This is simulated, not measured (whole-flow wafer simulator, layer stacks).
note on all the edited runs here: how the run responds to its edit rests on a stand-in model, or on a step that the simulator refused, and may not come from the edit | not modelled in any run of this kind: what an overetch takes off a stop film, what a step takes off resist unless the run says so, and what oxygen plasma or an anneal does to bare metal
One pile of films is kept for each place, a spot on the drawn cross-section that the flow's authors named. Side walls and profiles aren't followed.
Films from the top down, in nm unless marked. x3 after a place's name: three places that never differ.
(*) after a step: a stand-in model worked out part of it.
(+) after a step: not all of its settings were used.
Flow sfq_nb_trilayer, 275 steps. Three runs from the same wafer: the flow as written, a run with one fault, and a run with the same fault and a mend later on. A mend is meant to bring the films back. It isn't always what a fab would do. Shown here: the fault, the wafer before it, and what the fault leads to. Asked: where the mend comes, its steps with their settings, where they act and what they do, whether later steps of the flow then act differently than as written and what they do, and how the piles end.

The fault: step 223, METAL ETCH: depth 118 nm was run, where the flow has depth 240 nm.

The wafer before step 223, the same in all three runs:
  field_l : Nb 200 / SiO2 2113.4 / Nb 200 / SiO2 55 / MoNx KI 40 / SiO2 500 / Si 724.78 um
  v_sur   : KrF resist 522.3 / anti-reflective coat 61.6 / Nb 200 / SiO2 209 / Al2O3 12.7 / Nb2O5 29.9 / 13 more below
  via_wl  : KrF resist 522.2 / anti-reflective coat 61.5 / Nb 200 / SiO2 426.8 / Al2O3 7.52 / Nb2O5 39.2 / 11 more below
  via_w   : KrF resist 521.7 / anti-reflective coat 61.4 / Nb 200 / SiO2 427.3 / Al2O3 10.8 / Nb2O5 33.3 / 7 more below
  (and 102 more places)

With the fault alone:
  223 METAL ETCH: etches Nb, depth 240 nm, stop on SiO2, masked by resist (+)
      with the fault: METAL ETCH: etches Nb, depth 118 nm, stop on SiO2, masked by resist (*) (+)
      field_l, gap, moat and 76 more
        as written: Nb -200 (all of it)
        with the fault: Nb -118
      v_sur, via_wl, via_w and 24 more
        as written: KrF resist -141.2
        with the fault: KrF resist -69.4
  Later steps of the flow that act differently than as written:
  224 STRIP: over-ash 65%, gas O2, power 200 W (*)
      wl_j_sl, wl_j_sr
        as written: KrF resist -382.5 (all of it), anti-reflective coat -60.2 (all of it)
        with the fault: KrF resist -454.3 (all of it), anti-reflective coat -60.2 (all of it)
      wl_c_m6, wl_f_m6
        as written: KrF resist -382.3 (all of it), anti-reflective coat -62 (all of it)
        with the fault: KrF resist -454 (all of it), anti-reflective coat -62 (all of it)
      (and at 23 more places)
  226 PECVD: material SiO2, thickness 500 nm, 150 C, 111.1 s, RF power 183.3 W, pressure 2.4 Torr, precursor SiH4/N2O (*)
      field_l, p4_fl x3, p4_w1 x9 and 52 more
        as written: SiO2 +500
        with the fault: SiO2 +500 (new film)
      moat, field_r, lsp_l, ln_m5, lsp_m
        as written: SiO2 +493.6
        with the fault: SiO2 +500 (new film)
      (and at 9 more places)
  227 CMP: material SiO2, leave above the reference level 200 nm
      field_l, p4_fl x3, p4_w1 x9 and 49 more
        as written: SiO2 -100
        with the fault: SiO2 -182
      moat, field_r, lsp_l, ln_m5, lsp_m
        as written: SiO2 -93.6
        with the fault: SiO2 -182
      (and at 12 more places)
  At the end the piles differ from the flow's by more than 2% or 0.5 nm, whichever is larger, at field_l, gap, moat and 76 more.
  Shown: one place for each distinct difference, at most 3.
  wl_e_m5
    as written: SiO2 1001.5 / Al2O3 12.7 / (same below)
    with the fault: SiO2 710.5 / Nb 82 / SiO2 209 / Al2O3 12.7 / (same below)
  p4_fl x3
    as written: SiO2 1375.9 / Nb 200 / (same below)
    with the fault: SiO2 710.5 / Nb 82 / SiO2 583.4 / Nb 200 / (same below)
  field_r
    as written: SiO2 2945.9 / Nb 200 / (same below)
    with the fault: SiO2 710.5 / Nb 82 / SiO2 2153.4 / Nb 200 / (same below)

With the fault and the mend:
  The mend comes after step 223.
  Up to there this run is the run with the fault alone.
  223a METAL ETCH: etches Nb, depth 122 nm, stop on SiO2, masked by resist (+) (the flow's step 223 once more, with other settings)
      field_l, gap, moat and 76 more
        Nb -82 (all of it)
      v_sur, via_wl, via_w and 24 more
        KrF resist -71.8
  No later step of the flow acts differently than as written at any place that is followed.
  At the end the piles are the same as the flow's at every place that both follow.
